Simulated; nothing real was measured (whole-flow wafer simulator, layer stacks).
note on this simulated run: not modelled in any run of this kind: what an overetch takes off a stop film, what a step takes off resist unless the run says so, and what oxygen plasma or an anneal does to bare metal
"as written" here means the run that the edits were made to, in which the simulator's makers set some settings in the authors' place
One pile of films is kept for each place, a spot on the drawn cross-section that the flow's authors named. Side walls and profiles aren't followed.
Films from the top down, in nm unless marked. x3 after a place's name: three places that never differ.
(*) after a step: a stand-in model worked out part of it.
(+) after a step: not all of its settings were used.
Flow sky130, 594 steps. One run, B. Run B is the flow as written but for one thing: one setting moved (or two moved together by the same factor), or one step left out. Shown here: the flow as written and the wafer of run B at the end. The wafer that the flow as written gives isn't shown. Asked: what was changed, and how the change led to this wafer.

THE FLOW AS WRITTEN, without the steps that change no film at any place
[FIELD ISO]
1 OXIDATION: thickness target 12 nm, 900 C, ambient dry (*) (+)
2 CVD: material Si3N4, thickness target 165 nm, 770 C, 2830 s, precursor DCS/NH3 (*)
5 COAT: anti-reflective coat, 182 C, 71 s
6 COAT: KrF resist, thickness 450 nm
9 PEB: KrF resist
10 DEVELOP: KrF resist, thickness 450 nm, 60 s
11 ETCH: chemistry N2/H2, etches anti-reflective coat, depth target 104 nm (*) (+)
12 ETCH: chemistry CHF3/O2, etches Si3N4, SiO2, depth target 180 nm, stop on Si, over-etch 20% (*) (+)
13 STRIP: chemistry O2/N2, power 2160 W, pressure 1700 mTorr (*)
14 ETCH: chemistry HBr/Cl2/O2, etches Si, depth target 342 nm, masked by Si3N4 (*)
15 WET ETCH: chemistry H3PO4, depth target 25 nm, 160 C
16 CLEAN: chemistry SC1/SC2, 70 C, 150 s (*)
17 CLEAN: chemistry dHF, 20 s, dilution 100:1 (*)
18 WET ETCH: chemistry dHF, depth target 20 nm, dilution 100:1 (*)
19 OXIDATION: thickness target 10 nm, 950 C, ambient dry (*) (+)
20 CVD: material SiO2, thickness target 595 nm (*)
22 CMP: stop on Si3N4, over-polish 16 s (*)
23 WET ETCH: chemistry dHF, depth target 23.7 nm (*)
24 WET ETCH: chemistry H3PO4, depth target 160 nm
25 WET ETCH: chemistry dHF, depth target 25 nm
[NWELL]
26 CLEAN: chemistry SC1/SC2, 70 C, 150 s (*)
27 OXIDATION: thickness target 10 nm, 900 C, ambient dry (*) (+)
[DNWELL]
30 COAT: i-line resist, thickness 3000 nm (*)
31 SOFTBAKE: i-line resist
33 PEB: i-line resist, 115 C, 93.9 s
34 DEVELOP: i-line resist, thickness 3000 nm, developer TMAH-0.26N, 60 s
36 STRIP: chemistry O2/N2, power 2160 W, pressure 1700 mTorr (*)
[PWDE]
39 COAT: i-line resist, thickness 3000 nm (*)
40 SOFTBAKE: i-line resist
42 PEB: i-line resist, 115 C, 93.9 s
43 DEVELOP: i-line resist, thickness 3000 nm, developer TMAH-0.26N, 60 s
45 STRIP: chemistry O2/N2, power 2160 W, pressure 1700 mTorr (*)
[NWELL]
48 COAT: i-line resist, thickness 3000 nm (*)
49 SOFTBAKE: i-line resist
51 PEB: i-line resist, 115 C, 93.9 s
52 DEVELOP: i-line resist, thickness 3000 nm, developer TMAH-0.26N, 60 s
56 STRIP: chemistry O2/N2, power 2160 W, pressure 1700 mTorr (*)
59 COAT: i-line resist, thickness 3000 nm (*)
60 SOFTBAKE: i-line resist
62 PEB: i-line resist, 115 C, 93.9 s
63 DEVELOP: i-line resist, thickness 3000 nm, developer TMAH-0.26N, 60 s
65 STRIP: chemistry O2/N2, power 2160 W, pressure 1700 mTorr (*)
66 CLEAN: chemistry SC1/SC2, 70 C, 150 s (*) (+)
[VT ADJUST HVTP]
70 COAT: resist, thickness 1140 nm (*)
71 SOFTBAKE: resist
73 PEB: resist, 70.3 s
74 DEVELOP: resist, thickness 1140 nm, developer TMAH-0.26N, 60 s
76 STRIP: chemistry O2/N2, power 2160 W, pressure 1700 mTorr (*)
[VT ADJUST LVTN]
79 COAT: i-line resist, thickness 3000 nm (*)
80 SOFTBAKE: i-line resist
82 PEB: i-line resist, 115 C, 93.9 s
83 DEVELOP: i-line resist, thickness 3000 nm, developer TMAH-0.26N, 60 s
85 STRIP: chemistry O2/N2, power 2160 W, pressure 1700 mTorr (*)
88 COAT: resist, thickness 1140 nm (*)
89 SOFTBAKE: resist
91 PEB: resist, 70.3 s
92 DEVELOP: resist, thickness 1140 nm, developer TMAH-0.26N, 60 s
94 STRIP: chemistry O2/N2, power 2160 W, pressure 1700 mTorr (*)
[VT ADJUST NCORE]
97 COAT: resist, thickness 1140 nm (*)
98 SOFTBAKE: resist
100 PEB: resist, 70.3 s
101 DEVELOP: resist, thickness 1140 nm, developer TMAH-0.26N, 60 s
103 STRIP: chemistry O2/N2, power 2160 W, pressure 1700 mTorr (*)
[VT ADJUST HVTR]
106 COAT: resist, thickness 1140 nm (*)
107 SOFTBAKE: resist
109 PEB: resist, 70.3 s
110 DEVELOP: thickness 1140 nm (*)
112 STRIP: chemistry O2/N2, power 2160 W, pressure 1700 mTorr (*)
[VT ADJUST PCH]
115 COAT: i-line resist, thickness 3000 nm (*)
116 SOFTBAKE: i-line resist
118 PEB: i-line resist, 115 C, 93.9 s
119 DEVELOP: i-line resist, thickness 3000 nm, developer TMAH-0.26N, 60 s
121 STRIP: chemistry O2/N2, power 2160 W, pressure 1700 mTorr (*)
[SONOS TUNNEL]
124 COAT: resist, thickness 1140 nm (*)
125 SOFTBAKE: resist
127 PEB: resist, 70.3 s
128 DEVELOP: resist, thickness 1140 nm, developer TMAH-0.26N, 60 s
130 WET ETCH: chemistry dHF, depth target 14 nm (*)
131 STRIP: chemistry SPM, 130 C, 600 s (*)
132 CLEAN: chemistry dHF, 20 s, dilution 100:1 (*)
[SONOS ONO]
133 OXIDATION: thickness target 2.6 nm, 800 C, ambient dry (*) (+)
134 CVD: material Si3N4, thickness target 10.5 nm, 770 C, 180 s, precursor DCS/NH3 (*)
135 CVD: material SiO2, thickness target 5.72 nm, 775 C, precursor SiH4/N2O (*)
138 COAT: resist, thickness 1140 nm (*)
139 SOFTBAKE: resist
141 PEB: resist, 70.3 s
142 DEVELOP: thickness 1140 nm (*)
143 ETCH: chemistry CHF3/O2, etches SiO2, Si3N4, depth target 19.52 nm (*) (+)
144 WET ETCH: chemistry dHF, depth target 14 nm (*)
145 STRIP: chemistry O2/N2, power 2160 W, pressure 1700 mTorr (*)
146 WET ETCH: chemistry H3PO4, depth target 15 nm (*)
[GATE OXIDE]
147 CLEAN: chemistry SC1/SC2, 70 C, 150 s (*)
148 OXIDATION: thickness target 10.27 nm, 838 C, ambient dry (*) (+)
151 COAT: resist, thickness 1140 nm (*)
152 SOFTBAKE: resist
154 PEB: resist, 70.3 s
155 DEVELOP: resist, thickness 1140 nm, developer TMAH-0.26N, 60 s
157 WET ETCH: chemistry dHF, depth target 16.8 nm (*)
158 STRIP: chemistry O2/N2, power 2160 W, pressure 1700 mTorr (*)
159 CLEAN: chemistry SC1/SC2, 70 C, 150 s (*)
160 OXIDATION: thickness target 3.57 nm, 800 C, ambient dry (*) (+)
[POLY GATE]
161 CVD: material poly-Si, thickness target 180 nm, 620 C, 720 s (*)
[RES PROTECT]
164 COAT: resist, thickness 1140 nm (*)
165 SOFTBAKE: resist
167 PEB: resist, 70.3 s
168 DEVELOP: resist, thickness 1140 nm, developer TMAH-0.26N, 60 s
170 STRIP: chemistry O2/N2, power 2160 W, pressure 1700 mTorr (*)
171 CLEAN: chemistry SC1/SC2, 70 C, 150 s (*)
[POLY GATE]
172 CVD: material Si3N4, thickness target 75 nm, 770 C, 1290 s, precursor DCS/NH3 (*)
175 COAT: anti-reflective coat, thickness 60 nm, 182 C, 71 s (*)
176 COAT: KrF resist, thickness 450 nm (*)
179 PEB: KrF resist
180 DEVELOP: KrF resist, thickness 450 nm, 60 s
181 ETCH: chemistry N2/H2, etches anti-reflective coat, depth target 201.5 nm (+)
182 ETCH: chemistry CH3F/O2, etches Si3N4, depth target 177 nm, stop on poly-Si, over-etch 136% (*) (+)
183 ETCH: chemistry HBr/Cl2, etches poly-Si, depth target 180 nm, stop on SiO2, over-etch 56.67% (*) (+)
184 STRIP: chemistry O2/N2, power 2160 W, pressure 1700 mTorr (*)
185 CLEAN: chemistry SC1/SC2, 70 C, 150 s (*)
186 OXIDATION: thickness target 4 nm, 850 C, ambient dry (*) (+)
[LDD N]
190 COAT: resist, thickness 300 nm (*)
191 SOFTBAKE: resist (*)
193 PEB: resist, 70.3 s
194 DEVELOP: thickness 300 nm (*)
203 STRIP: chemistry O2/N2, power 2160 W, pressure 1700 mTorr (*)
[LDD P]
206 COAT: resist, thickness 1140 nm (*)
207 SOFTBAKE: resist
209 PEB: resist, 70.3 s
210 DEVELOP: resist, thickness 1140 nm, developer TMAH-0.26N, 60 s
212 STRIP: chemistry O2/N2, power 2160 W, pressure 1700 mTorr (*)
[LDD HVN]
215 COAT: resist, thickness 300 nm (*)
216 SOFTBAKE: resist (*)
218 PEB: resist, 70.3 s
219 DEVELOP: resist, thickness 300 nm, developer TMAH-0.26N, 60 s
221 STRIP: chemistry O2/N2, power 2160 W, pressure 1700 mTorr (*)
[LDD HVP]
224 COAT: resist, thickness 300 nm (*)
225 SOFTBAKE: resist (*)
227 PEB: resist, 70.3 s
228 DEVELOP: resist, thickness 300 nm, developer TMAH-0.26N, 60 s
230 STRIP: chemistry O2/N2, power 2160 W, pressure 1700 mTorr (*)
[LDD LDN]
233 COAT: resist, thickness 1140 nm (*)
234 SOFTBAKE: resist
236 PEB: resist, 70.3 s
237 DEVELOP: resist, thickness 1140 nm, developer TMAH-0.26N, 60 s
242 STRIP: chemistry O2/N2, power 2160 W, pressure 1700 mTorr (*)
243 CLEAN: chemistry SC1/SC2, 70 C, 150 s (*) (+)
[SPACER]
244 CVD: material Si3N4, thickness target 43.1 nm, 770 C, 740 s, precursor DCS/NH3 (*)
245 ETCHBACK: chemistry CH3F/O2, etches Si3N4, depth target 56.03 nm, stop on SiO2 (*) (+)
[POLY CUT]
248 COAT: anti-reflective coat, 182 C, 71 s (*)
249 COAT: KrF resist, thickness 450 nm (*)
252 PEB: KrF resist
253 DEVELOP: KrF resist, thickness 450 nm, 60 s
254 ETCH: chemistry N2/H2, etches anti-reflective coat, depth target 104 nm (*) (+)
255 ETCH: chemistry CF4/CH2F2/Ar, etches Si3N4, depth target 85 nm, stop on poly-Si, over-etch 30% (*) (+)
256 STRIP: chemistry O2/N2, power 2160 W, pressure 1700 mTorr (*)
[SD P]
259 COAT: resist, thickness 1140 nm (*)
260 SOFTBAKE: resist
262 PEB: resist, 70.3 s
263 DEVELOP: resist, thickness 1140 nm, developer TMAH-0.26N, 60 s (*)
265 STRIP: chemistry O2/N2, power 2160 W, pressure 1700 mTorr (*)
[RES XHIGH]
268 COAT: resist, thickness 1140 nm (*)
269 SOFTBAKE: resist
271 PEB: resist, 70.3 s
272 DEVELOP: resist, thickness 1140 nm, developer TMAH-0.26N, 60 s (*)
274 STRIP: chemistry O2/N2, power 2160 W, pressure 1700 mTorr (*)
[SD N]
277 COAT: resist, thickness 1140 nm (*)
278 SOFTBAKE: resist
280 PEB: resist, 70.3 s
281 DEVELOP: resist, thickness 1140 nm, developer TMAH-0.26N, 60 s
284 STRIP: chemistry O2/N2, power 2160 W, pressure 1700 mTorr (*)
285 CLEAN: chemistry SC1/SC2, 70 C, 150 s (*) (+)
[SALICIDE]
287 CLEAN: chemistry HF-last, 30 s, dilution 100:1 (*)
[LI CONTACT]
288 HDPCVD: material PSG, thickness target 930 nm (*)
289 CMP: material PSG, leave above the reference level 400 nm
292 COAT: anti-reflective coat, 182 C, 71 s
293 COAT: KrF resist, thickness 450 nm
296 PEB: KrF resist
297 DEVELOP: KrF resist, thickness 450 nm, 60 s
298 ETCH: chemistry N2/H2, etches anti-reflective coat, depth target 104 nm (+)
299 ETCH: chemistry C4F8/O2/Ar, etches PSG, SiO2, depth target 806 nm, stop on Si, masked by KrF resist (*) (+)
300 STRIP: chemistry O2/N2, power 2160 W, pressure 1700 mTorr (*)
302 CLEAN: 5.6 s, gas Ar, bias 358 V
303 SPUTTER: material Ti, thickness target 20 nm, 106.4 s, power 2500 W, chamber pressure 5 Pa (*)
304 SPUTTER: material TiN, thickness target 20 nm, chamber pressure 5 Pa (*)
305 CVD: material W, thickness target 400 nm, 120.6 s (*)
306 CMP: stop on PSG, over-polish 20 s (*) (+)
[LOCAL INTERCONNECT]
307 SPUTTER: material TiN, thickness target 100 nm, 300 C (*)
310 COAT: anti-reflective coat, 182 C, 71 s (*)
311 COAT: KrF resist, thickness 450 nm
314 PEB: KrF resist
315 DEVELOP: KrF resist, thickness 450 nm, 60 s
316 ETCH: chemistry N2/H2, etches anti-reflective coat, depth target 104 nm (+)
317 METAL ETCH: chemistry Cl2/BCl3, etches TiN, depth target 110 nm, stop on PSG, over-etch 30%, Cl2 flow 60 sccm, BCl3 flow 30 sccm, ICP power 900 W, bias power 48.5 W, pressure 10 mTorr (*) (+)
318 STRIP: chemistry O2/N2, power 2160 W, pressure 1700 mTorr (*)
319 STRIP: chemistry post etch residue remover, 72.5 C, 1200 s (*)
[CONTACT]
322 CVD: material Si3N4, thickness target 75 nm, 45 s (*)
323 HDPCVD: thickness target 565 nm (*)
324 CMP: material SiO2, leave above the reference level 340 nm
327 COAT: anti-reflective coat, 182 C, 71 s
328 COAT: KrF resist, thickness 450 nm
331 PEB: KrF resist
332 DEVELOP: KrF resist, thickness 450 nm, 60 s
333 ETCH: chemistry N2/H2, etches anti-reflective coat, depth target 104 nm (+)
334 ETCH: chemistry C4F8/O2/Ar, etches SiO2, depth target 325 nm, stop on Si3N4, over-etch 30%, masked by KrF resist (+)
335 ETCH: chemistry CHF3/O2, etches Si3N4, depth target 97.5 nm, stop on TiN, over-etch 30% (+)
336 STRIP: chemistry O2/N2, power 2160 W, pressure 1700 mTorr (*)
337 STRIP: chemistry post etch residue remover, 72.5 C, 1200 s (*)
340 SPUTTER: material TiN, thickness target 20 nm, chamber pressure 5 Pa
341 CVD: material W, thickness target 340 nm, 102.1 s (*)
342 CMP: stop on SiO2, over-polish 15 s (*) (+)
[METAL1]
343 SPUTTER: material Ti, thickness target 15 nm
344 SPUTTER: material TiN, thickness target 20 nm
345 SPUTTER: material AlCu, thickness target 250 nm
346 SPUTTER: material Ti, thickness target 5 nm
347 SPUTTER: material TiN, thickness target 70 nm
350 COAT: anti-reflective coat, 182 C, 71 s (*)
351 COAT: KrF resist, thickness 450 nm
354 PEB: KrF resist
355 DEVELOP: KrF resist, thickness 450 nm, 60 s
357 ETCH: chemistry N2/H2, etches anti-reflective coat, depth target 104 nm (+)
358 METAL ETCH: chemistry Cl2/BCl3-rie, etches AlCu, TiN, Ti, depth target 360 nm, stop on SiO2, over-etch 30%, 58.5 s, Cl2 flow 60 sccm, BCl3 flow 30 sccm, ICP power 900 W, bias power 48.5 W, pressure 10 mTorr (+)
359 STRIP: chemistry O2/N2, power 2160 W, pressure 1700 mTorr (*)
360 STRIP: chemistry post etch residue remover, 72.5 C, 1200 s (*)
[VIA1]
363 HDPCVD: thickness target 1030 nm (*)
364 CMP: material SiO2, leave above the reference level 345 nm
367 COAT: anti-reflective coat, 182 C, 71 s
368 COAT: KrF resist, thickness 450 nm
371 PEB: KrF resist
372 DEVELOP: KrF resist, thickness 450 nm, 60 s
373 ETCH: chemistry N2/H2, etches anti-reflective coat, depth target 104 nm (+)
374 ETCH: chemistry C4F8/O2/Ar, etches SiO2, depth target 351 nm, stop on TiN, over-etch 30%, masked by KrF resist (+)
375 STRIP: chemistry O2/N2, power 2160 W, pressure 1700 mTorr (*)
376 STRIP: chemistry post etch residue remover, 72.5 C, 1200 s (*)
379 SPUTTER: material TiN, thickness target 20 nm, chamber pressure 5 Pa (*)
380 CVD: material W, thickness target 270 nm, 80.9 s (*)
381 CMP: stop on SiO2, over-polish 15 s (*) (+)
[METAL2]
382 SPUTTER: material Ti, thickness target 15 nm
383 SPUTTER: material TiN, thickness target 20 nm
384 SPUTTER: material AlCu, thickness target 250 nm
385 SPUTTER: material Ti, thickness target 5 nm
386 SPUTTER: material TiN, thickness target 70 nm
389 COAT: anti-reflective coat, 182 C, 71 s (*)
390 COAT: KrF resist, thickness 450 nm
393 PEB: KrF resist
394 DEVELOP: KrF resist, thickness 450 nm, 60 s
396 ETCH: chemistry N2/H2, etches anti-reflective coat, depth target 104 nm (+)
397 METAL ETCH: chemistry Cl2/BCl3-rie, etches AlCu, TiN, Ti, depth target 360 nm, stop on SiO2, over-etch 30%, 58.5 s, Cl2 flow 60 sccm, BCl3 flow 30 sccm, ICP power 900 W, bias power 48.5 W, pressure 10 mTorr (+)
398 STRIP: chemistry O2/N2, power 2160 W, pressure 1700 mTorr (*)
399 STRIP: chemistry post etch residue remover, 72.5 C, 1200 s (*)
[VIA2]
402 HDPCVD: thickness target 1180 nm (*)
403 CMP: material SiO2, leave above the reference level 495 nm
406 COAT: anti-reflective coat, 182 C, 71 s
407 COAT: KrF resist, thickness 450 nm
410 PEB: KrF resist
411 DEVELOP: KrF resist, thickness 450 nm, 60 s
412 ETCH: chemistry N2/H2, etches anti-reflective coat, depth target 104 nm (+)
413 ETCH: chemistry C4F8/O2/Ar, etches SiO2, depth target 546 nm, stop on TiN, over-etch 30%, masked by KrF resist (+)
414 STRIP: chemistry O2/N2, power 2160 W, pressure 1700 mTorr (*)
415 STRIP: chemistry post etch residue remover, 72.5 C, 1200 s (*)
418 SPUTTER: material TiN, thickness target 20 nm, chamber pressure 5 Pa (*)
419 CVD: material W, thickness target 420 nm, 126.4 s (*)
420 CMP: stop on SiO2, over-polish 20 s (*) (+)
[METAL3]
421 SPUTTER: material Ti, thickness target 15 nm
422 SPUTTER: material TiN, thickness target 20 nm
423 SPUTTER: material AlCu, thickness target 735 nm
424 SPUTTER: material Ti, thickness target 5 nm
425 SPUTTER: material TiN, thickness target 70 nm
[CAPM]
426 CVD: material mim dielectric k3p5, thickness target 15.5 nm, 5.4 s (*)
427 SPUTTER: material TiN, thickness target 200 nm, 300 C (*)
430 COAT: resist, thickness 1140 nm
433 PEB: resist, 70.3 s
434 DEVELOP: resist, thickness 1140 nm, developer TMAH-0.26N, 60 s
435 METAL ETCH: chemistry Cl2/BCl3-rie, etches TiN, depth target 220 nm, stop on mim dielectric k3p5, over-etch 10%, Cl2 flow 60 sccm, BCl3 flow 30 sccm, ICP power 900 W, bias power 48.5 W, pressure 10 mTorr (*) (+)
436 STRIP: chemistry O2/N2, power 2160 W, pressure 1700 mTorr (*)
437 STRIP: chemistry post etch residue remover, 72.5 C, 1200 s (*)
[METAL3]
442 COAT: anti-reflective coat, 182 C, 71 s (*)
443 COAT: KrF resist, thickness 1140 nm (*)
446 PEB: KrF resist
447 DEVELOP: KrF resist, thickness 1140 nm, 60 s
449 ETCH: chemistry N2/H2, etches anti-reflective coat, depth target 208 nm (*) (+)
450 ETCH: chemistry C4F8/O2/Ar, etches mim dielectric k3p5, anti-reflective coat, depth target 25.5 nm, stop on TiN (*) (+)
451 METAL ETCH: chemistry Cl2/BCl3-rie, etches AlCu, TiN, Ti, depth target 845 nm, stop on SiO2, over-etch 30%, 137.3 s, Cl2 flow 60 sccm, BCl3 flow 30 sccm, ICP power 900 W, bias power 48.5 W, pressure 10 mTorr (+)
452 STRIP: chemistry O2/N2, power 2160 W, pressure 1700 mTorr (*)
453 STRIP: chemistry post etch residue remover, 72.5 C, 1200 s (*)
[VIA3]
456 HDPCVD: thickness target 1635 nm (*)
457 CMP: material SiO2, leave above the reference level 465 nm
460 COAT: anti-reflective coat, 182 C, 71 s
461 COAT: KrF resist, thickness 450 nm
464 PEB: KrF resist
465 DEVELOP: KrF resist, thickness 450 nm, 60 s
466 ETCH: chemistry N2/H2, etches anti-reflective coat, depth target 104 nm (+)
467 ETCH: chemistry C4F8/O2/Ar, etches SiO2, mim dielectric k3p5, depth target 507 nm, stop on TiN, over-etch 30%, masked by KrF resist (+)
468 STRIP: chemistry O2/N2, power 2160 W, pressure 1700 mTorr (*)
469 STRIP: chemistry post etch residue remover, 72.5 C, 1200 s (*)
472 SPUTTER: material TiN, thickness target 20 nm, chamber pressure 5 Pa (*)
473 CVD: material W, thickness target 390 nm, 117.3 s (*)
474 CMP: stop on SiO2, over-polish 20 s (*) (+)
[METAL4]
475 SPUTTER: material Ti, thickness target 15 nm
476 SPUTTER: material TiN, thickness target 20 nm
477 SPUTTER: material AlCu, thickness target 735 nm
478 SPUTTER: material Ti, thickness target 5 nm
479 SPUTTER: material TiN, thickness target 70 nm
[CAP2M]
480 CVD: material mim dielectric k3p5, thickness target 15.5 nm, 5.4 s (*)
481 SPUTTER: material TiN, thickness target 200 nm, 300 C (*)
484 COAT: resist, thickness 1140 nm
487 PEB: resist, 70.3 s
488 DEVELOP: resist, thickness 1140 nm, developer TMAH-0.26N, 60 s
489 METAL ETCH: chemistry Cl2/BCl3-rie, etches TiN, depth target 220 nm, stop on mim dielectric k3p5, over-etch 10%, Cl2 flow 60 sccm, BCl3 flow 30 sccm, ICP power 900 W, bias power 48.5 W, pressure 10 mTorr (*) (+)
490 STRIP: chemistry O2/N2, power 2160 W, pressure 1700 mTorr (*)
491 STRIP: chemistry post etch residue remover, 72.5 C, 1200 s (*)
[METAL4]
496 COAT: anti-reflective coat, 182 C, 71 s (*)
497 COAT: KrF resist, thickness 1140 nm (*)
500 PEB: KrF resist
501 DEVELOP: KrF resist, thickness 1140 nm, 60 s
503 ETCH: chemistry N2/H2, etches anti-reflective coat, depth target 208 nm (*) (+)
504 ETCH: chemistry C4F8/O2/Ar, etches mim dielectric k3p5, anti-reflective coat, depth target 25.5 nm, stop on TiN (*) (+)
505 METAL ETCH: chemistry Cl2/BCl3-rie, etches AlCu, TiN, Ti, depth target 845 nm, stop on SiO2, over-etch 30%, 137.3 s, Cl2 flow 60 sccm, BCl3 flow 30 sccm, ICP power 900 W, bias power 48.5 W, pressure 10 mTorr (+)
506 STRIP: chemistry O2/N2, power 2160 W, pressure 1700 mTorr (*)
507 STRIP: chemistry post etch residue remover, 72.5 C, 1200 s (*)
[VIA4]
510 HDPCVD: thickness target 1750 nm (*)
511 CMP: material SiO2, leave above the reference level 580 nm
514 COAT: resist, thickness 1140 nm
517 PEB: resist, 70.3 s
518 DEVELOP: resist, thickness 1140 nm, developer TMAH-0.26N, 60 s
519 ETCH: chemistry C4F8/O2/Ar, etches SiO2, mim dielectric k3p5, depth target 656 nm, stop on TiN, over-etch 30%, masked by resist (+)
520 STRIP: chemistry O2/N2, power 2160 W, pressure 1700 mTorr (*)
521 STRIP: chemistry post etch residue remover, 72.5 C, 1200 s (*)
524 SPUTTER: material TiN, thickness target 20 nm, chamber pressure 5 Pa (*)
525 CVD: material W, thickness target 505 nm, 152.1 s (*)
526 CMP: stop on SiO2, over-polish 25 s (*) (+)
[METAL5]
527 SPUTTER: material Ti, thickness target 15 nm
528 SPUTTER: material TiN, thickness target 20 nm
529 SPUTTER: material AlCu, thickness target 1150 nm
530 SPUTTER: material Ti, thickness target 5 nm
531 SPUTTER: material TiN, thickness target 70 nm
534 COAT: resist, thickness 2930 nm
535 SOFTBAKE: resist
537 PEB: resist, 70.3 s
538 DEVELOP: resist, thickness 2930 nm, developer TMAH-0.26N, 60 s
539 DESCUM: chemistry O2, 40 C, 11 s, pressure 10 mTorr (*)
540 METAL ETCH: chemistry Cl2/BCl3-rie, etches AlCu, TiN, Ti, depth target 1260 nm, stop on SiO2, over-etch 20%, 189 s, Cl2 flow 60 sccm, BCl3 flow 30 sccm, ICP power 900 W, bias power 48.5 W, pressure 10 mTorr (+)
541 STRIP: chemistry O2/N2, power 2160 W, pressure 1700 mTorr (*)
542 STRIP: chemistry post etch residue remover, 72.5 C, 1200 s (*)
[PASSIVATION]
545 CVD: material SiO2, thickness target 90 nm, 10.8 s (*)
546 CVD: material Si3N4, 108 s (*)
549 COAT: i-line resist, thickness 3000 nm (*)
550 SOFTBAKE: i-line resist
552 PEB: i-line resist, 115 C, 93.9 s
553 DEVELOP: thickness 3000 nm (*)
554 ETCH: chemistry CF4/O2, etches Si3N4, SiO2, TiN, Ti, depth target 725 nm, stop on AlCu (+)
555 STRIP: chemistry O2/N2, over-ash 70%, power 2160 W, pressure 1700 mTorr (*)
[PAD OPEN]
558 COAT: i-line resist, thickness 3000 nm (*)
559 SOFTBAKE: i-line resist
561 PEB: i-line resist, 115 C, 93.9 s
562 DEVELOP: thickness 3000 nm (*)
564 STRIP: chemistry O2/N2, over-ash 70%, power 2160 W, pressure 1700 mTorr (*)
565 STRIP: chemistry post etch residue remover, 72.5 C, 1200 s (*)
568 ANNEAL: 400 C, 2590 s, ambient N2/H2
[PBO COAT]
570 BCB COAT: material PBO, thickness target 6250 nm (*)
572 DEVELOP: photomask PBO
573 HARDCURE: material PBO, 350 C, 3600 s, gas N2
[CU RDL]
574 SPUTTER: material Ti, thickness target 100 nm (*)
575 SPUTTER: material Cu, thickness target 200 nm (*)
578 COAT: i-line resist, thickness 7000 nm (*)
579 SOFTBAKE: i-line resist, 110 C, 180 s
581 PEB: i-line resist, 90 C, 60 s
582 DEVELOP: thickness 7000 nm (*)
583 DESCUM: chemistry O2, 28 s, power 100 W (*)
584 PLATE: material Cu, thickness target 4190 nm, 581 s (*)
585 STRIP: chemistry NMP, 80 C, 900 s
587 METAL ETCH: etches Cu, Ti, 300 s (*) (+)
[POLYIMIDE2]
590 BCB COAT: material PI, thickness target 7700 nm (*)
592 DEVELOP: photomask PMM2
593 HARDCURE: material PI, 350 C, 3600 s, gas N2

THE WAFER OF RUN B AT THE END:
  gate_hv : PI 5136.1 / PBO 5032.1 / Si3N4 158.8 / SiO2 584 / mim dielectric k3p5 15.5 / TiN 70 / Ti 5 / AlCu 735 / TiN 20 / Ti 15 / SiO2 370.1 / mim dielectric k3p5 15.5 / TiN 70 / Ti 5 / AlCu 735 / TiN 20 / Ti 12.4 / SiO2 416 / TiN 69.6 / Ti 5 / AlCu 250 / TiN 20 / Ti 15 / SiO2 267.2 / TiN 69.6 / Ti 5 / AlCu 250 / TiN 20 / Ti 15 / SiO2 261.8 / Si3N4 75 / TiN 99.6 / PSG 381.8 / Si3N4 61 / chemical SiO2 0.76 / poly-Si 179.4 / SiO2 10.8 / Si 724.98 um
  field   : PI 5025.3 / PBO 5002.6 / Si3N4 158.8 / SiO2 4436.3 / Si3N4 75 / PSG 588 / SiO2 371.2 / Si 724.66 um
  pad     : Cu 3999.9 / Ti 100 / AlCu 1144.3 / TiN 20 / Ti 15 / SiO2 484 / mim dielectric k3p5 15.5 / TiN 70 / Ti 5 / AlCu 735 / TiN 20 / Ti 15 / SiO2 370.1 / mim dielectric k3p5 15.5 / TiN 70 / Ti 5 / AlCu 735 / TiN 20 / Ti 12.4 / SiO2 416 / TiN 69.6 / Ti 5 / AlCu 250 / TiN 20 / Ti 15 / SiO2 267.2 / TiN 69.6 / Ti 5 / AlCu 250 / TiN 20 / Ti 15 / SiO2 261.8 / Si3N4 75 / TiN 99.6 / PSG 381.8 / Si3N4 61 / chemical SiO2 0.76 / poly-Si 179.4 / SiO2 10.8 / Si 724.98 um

The cause: step 421, SPUTTER: thickness target 12.4 nm was run, where the flow has thickness target 15 nm.
It can be read off the wafer: gate_hv has Ti 12.4, and step 421 as written asks for 15 nm.

How the change led to this, step by step:
  421 SPUTTER: material Ti, thickness target 15 nm
      field, active, n_well and 188 more: Ti +12.4 (new film) (as written it would be: Ti +15 (new film))
  451 METAL ETCH: chemistry Cl2/BCl3-rie, etches AlCu, TiN, Ti, depth target 845 nm, stop on SiO2, over-etch 30%, 137.3 s, Cl2 flow 60 sccm, BCl3 flow 30 sccm, ICP power 900 W, bias power 48.5 W, pressure 10 mTorr (+)
      field, gate, spacer and 68 more: TiN -70 (all of it), Ti -5 (all of it), AlCu -735 (all of it), TiN -20 (all of it), Ti -12.4 (all of it), SiO2 -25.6 (as written it would be: TiN -70 (all of it), Ti -5 (all of it), AlCu -735 (all of it), TiN -20 (all of it), Ti -15 (all of it), SiO2 -25.4)
      active, vpp_ln, vpp_iso2 and 11 more: TiN -70 (all of it), Ti -5 (all of it), AlCu -735 (all of it), TiN -20 (all of it), Ti -12.4 (all of it), SiO2 -25.6 (as written it would be: TiN -70 (all of it), Ti -5 (all of it), AlCu -735 (all of it), TiN -20 (all of it), Ti -15 (all of it), SiO2 -25.3)
  550 SOFTBAKE: i-line resist
      via1_hole: i-line resist -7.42 (as written it would be: i-line resist -8.29)
      via1_enc: i-line resist -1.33 (as written it would be: i-line resist -2.14)
  559 SOFTBAKE: i-line resist
      via1_hole: i-line resist -7.42 (as written it would be: i-line resist -8.29)
      via1_enc: i-line resist -1.33 (as written it would be: i-line resist -2.14)
